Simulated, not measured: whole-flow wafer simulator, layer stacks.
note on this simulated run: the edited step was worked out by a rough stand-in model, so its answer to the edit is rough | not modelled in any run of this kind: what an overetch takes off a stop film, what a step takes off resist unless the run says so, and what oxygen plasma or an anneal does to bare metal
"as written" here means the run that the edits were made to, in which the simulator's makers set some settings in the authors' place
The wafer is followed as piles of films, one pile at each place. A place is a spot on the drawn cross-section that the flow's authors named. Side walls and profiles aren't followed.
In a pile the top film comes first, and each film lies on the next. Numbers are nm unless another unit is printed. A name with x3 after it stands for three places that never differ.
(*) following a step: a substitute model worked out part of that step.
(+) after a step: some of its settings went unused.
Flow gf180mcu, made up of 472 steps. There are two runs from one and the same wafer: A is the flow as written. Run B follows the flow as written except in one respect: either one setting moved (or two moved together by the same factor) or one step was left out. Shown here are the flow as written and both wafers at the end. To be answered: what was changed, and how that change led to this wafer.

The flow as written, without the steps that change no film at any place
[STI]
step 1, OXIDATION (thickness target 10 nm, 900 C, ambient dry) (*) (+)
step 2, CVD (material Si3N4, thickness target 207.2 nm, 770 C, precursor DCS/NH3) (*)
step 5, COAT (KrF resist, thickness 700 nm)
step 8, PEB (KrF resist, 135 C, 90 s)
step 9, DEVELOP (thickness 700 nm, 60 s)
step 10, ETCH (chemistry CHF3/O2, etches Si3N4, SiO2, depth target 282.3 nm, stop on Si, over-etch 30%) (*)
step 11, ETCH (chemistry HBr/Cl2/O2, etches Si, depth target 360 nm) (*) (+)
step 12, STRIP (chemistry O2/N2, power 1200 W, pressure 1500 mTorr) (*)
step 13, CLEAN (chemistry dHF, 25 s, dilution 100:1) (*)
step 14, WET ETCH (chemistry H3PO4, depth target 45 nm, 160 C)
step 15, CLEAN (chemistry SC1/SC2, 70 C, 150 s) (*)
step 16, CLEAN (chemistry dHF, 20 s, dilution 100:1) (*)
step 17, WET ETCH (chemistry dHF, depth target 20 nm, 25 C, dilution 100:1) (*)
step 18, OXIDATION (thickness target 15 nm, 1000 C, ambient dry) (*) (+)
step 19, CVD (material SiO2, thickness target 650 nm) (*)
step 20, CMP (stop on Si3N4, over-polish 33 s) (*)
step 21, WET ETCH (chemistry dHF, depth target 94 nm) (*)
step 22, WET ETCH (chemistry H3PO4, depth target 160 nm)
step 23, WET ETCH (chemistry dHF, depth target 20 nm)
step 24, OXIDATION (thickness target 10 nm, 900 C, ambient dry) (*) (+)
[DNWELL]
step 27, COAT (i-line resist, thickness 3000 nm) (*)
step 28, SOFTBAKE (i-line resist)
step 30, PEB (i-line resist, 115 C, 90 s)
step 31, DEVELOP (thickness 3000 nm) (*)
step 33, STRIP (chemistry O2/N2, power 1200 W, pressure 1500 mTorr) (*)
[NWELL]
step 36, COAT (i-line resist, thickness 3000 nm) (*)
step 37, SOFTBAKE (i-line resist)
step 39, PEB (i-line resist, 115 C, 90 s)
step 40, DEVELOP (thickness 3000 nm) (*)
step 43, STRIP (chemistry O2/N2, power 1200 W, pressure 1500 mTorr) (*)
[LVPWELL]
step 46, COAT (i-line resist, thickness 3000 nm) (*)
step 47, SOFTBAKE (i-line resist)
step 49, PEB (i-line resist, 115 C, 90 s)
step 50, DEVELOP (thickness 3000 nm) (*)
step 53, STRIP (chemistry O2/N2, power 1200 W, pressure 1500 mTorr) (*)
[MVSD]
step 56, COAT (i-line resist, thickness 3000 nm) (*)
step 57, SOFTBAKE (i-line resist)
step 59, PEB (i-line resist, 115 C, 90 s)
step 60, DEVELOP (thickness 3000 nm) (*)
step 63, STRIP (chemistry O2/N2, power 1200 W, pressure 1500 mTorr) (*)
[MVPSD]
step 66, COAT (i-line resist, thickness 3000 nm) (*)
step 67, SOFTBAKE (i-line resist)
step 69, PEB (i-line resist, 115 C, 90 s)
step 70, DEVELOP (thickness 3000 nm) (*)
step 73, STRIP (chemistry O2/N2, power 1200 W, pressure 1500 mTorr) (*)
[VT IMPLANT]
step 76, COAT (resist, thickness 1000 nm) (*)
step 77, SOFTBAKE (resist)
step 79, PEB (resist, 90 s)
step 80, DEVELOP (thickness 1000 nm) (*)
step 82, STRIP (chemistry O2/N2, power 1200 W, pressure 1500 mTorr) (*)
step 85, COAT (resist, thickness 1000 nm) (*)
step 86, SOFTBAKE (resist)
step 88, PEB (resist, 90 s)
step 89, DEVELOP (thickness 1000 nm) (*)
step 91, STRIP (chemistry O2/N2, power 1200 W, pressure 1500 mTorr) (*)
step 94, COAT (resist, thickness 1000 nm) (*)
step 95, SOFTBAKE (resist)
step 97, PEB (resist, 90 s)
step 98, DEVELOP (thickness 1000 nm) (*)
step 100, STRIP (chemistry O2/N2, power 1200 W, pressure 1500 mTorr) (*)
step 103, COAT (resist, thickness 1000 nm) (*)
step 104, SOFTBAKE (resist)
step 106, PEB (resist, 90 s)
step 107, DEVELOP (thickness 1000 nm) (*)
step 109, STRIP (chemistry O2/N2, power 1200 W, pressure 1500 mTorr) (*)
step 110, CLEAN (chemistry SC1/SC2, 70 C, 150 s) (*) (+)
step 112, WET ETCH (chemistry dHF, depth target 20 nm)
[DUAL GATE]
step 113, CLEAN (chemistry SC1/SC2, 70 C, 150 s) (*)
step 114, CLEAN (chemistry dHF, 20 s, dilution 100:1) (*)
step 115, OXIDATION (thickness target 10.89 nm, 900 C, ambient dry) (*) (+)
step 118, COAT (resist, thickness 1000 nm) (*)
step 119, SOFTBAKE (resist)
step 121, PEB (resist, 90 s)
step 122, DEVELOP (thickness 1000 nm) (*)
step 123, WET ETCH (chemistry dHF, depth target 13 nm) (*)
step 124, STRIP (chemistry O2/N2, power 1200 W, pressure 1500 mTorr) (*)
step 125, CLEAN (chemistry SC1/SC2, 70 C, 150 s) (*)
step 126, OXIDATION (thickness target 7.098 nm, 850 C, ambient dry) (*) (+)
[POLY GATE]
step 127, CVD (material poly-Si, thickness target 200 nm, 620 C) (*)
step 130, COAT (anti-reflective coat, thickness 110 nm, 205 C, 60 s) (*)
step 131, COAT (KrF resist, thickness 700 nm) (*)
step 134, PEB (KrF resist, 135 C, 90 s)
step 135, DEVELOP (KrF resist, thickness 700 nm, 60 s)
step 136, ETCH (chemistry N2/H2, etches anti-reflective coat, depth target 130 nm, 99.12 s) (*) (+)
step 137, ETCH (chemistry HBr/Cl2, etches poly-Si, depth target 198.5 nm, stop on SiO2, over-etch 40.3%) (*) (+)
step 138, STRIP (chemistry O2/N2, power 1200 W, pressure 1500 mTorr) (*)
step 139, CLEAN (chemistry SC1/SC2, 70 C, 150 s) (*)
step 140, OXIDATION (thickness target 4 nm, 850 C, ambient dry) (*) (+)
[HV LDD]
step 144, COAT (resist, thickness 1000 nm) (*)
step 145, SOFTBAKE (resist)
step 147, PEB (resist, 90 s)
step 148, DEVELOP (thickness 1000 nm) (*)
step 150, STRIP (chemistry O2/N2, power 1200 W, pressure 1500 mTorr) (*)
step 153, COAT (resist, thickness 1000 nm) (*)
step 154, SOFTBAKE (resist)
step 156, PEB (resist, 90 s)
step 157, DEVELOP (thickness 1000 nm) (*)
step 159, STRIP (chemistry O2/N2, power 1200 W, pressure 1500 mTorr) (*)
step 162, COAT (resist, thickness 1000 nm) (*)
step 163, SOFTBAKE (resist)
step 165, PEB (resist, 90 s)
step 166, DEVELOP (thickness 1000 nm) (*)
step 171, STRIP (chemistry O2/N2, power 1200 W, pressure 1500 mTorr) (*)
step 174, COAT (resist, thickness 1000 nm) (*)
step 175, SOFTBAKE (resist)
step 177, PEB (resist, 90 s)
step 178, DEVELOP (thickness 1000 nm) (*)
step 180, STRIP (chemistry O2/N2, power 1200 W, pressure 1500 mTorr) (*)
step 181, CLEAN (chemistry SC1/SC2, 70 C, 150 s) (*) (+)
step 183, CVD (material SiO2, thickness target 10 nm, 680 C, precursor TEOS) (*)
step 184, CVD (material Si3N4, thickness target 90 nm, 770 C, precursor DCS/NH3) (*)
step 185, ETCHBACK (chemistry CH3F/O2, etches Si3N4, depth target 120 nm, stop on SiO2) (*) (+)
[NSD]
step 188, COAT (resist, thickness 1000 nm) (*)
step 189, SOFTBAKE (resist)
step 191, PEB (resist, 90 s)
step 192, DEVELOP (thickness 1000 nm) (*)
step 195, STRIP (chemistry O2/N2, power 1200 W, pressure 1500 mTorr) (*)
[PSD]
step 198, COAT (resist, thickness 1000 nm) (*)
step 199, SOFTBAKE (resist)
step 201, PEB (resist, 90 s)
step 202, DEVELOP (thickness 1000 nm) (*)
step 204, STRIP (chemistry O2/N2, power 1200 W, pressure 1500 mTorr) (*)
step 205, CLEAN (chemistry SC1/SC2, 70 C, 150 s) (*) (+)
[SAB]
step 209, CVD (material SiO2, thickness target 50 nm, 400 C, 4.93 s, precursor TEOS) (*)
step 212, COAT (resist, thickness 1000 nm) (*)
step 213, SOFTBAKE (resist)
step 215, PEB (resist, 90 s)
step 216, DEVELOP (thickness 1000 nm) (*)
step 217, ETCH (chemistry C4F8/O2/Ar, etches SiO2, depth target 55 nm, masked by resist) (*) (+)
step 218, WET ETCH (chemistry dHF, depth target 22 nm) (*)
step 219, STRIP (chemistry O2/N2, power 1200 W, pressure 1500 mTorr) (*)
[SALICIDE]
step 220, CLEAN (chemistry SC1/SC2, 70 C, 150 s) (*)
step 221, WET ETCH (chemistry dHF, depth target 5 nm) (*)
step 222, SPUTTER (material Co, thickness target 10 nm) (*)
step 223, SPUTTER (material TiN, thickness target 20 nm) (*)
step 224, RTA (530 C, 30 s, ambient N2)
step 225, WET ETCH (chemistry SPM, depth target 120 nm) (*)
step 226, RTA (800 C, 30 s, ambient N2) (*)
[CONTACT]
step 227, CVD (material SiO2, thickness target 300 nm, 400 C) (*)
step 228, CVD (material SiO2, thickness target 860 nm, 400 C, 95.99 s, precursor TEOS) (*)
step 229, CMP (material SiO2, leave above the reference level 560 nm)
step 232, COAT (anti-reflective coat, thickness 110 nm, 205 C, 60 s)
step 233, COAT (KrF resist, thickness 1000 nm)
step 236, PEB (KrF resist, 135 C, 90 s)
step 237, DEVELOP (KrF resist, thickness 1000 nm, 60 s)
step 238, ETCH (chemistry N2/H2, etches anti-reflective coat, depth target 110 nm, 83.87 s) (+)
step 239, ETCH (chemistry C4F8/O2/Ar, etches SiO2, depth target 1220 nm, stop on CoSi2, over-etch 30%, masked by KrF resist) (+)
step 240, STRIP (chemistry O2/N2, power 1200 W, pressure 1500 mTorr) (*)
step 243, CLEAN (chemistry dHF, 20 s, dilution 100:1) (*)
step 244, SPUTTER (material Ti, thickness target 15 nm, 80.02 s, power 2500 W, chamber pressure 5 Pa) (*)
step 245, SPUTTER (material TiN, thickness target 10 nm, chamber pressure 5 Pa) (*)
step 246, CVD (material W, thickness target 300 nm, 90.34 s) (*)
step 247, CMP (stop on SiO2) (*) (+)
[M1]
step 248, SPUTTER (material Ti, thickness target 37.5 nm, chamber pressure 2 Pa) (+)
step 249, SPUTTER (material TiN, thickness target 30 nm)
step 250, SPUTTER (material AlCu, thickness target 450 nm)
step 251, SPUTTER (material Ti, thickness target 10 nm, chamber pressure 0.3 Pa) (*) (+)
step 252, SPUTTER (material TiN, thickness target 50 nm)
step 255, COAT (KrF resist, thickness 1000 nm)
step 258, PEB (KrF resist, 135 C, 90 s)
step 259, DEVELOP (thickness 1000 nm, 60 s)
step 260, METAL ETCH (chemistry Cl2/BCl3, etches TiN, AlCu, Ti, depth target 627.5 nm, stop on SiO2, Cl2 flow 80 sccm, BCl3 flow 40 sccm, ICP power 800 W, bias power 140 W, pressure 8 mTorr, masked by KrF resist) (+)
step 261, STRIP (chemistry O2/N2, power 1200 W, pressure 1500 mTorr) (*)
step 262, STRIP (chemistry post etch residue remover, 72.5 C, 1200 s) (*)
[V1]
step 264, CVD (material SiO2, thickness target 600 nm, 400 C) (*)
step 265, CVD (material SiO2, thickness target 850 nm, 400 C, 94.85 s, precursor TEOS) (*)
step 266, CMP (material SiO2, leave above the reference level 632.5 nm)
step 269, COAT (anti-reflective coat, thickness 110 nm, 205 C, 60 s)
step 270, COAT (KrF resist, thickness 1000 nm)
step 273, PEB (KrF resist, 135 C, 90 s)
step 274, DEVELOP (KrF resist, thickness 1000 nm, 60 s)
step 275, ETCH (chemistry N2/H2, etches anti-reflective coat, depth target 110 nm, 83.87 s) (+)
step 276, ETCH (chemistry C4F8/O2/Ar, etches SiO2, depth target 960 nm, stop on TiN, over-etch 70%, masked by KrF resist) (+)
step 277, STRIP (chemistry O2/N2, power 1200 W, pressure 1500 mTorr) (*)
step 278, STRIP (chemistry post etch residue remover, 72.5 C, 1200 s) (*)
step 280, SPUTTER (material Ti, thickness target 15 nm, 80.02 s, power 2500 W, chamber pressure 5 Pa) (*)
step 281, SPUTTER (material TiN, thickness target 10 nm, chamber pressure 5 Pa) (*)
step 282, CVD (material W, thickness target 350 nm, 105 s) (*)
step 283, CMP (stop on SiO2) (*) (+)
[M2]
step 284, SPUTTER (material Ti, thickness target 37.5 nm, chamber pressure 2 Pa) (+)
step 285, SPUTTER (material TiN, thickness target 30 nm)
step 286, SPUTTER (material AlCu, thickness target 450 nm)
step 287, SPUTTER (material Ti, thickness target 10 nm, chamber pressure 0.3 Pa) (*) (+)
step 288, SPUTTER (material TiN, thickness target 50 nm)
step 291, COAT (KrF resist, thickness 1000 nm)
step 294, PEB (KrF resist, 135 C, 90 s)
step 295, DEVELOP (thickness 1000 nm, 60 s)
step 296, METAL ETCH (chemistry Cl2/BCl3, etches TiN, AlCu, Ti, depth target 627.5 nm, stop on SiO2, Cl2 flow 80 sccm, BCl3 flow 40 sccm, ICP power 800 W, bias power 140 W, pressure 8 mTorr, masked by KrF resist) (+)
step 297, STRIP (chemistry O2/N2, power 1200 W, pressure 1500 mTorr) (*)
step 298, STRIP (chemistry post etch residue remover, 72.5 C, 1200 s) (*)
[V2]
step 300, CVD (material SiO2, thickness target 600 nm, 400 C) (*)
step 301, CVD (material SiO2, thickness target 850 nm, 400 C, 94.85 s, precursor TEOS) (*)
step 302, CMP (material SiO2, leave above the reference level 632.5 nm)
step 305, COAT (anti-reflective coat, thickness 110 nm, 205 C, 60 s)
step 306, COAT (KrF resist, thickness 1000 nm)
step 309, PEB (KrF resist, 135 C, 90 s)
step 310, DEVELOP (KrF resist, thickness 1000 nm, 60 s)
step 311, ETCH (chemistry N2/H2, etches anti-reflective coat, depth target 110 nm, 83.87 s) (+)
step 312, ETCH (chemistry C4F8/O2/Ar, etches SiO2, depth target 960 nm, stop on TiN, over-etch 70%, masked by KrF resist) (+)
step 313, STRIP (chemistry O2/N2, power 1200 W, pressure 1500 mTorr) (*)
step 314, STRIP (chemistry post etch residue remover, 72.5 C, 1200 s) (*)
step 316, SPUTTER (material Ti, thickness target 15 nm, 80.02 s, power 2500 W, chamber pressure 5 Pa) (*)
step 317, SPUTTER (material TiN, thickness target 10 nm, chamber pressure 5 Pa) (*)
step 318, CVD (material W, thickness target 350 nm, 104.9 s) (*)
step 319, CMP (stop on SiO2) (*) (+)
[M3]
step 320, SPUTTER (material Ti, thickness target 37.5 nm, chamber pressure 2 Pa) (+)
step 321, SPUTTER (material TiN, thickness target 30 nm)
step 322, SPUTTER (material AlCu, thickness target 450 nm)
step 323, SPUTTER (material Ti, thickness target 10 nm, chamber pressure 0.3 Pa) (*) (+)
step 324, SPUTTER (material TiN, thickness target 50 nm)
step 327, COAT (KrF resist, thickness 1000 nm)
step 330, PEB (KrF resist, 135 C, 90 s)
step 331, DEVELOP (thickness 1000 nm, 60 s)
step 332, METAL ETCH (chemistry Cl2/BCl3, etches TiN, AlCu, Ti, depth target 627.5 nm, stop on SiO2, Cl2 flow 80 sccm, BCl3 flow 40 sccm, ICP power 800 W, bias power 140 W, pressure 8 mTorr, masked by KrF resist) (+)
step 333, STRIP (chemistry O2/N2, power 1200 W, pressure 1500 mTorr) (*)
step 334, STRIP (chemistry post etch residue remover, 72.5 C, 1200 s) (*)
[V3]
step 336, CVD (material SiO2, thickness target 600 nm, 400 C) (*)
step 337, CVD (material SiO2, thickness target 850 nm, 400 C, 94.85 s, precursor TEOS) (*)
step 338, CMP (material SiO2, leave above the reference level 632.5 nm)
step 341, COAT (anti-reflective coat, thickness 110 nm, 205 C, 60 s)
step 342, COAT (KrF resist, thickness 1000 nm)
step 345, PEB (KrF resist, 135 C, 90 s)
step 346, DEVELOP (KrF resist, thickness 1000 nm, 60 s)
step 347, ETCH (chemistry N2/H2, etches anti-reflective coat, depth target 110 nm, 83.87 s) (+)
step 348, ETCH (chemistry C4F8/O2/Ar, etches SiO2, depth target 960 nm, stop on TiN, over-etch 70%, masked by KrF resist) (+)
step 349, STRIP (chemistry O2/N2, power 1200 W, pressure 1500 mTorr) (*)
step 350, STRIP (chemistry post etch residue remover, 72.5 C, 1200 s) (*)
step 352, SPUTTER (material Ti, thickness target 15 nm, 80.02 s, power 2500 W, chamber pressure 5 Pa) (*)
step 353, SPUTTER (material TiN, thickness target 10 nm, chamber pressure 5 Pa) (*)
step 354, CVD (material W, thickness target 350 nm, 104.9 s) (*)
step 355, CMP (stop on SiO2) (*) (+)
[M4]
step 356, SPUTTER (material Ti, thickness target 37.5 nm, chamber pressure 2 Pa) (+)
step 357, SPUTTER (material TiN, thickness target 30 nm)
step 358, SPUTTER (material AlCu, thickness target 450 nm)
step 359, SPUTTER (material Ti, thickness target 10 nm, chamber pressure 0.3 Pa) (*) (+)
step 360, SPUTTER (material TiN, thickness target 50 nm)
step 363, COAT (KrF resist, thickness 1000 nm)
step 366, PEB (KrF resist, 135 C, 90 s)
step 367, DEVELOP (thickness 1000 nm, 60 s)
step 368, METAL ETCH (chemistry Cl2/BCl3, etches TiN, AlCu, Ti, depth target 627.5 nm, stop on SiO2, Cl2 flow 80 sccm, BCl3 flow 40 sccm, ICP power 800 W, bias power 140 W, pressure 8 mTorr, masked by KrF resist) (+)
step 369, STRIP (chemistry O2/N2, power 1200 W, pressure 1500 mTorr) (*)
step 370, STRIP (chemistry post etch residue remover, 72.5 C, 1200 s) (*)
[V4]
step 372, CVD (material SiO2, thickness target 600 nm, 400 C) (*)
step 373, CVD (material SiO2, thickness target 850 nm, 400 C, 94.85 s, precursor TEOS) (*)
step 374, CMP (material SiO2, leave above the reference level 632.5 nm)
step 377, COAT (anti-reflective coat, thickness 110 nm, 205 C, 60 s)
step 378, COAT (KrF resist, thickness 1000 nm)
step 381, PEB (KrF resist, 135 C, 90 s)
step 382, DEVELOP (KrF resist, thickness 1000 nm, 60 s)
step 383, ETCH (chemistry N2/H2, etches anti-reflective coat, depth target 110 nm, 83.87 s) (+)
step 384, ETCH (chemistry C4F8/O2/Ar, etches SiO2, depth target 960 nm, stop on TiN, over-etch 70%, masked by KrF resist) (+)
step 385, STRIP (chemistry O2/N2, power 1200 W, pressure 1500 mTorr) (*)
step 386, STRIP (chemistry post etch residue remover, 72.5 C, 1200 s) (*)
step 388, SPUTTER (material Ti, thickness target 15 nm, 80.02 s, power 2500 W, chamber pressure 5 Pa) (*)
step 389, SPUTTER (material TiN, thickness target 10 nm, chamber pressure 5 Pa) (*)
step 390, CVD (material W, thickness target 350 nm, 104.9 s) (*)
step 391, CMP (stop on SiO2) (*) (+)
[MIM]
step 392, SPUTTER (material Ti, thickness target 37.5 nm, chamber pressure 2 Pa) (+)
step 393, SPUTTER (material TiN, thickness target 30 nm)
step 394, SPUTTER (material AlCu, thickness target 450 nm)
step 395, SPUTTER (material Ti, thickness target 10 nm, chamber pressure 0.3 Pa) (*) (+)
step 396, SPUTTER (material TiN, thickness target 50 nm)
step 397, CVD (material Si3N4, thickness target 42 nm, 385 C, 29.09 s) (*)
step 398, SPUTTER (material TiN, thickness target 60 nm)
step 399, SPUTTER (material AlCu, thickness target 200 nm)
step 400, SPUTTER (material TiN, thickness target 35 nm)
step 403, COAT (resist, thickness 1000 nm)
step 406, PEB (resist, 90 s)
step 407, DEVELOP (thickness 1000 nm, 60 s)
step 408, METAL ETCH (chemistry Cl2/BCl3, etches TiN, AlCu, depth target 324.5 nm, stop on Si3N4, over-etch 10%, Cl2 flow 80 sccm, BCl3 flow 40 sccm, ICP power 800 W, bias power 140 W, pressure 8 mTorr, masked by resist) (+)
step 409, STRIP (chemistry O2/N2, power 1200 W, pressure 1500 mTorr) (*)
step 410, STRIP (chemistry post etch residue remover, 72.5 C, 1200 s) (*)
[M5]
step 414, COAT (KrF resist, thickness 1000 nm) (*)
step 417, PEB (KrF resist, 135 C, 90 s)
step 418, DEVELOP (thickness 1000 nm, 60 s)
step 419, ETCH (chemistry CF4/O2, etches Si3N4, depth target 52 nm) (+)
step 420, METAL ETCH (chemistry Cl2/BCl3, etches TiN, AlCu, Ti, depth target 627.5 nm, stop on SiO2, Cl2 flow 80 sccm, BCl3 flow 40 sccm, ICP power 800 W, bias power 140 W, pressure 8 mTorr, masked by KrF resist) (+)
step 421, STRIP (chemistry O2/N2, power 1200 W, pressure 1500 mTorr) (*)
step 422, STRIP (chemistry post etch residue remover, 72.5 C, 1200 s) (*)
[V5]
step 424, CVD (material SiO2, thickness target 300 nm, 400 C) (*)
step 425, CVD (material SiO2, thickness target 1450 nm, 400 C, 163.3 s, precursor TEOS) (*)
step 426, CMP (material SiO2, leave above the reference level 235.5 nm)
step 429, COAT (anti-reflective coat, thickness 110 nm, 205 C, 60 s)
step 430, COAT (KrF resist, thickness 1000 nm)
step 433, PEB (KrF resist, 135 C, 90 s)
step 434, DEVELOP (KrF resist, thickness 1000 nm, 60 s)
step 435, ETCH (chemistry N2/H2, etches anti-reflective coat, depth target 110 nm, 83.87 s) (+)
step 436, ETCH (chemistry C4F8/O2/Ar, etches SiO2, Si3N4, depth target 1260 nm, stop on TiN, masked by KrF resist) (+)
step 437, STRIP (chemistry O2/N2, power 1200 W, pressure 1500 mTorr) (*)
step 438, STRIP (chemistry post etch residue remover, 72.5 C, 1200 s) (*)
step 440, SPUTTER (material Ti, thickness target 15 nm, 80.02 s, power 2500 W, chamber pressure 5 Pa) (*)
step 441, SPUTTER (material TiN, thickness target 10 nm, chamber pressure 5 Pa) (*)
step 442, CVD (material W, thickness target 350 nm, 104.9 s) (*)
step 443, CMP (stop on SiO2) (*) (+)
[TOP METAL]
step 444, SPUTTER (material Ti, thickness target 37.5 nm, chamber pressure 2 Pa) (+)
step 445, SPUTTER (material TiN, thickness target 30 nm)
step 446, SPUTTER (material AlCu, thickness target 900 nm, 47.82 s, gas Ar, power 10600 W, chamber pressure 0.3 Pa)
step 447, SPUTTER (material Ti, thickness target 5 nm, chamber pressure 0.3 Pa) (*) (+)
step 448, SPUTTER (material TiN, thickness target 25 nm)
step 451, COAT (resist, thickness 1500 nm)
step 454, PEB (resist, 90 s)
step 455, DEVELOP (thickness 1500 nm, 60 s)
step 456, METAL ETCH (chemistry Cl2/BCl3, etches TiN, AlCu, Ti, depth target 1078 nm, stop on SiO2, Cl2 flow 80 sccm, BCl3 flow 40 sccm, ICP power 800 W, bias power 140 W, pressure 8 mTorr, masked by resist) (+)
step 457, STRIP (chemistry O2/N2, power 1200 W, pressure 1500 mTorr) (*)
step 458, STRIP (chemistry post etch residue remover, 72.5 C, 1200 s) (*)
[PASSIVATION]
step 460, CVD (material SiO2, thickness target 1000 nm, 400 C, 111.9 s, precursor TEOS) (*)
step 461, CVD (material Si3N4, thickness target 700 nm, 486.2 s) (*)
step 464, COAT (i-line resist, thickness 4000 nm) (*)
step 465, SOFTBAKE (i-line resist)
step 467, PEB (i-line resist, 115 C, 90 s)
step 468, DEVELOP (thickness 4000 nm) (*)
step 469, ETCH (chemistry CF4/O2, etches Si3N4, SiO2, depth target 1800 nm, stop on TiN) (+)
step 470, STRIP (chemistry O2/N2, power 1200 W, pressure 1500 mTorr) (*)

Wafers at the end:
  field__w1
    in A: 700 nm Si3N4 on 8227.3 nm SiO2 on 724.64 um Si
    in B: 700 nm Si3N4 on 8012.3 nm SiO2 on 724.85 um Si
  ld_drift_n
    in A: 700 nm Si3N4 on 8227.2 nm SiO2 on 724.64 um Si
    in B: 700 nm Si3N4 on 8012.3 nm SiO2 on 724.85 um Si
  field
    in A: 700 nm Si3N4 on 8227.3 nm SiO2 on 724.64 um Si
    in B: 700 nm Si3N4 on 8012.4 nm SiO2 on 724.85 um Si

What caused this: step 11, ETCH: depth target 144 nm was run, though the flow has depth target 360 nm.

How this came from the change, step by step:
  step 11, ETCH (chemistry HBr/Cl2/O2, etches Si, depth target 360 nm) (*) (+)
      active, n_well, p_well and 40 more: A KrF resist loses 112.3 | B KrF resist loses 40.3
      field, field_sub, sti and 34 more: A Si loses 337 | B Si loses 121
  step 12, STRIP (chemistry O2/N2, power 1200 W, pressure 1500 mTorr) (*)
      active, n_well, p_well and 40 more: A KrF resist loses 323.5 (all of it) | B KrF resist loses 395.5 (all of it)
  step 19, CVD (material SiO2, thickness target 650 nm) (*)
      ld_fp_n, ld_drift_n, ld_fp_p and 7 more: A SiO2 gains 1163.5 | B SiO2 gains 947.5
      m1: A SiO2 gains 1163.5 | B SiO2 gains 650
  step 20, CMP (stop on Si3N4, over-polish 33 s) (*)
      sti, mim_1p0, pad and 11 more: A SiO2 loses 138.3 | B SiO2 loses 354.3
      nw_enc_fld, nw_enc_fld_lv: A SiO2 loses 142.4 | B SiO2 loses 358.3
      (and at 11 other places as well)
  step 24, OXIDATION (thickness target 10 nm, 900 C, ambient dry) (*) (+)
      sti, mim_1p0, pad and 17 more: A SiO2 gains 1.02, Si loses 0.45 | B SiO2 gains 1.76, Si loses 0.78
      m1, ld_fp_n, ld_fp_p: A SiO2 gains 1.02, Si loses 0.45 | B SiO2 gains 1.78, Si loses 0.78
      (and at 14 other places as well)
  step 115, OXIDATION (thickness target 10.89 nm, 900 C, ambient dry) (*) (+)
      sti, mim_1p0, pad and 19 more: A SiO2 gains 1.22, Si loses 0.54 | B SiO2 gains 2.19, Si loses 0.96
      field, field__w1, field__w2, field__w3, field__w6, field__w12: A SiO2 gains 1.25, Si loses 0.55 | B SiO2 gains 2.28, Si loses 1
      (and at 21 other places as well)
  step 126, OXIDATION (thickness target 7.098 nm, 850 C, ambient dry) (*) (+)
      sti, mim_1p0, pad and 7 more: A SiO2 gains 0.53, Si loses 0.24 | B SiO2 gains 1.04, Si loses 0.46
      field_sub, field_sub__w2, npoly_u, ppoly_u, ppoly_sal: A SiO2 gains 0.54, Si loses 0.24 | B SiO2 gains 1.07, Si loses 0.47
      (and at 8 other places as well)
  step 189, SOFTBAKE (resist)
      field__w9: A resist gains 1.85 | B resist loses 1.05
      active_hv: A resist gains 0.78 | B resist gains 0.19
      (and at 1 other place as well)
  step 199, SOFTBAKE (resist)
      field__w9: A resist gains 1.85 | B resist loses 1.05
      active_hv: A resist gains 0.78 | B resist gains 0.19
      (and at 1 other place as well)
